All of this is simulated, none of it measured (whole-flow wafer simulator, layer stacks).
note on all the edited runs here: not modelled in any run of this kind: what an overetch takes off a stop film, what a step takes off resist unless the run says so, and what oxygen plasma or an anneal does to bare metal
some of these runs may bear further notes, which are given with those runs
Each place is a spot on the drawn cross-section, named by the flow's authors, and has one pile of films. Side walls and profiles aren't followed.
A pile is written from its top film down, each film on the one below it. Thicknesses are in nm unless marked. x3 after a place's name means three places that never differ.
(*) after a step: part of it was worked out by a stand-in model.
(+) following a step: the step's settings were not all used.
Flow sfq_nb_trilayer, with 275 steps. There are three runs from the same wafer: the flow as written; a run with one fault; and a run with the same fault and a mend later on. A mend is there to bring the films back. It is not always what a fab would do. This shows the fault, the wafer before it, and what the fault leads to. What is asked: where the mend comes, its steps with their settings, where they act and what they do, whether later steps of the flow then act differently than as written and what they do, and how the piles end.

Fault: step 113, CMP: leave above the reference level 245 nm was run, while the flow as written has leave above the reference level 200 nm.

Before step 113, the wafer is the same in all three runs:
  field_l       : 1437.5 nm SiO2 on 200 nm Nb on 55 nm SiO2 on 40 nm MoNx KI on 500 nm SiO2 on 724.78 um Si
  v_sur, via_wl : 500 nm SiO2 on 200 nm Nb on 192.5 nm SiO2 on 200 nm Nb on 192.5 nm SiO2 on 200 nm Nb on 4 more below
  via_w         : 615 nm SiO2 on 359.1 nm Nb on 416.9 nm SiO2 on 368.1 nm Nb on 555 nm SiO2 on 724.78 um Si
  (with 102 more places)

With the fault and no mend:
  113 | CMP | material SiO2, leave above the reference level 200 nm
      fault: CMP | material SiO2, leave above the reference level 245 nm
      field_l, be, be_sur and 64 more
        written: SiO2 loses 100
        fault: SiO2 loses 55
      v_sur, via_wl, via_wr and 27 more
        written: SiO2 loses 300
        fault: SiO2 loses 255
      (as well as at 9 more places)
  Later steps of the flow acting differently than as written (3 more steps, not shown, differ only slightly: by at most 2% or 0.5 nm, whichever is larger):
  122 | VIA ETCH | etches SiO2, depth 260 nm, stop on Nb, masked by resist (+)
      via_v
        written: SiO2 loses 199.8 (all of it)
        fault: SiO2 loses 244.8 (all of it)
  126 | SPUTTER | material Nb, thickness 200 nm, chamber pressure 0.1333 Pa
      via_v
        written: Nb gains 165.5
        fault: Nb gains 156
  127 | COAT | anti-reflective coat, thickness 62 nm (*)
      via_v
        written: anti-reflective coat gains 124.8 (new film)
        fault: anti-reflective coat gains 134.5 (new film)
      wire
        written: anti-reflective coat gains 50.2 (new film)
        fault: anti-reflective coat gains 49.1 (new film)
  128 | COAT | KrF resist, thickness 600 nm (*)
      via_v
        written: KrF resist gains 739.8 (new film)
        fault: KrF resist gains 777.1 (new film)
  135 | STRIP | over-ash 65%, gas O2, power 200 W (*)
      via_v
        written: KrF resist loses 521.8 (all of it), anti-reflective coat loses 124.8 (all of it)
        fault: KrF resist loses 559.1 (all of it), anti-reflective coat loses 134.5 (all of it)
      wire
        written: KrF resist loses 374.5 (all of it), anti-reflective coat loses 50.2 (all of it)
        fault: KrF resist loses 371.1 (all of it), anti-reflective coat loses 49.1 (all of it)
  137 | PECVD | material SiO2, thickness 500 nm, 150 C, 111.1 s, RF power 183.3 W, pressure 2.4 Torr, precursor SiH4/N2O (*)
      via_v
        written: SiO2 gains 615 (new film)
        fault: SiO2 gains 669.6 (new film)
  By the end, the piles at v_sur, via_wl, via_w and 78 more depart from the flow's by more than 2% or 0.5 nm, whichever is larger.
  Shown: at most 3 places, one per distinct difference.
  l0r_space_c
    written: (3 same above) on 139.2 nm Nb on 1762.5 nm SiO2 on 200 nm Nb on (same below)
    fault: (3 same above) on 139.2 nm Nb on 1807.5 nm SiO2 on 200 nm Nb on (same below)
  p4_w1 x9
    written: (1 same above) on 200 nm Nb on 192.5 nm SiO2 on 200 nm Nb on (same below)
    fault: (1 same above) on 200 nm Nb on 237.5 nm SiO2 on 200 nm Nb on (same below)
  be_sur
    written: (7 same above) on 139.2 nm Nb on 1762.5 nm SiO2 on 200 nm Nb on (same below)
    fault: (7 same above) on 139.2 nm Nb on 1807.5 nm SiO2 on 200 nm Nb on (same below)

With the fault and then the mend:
  After step 120 comes the mend.
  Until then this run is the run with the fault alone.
  120a | STRIP | over-ash 65%, gas O2, power 200 W (*)
      field_l, v_sur, via_wl and 102 more
        KrF resist loses 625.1 (all of it), anti-reflective coat loses 62 (all of it)
      via_v
        anti-reflective coat loses 62 (all of it)
  120b | CMP | material SiO2, leave above the reference level 200 nm (the flow's step 113 again)
      field_l, v_sur, via_wl and 103 more
        SiO2 loses 45
  120c | COAT | anti-reflective coat, thickness 62 nm (the flow's step 115 again)
      field_l, v_sur, via_wl and 103 more
        anti-reflective coat gains 62 (new film)
  120d | COAT | KrF resist, thickness 650 nm (the flow's step 116 again)
      field_l, v_sur, via_wl and 103 more
        KrF resist gains 650 (new film)
  120e | SOFTBAKE | KrF resist (the flow's step 117 again)
      leaves every film unchanged at each place that is followed
  120f | EXPOSE | photomask I3, dose 11.91 mJ/cm2, NA 0.6, wavelength 248 nm (*) (the flow's step 118 again)
      leaves every film unchanged at each place that is followed
  120g | PEB | KrF resist, 90 s (the flow's step 119 again)
      field_l, v_sur, via_wl and 103 more
        KrF resist loses 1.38
  120h | DEVELOP | KrF resist, thickness 650 nm, 60 s (the flow's step 120 again)
      field_l, v_sur, via_wl and 102 more
        KrF resist loses 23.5
      via_v
        KrF resist loses 648.6 (all of it)
  None of the later steps of the flow acts differently than as written at any place that is followed.
  The piles end the same as the flow's at every place that both follow.
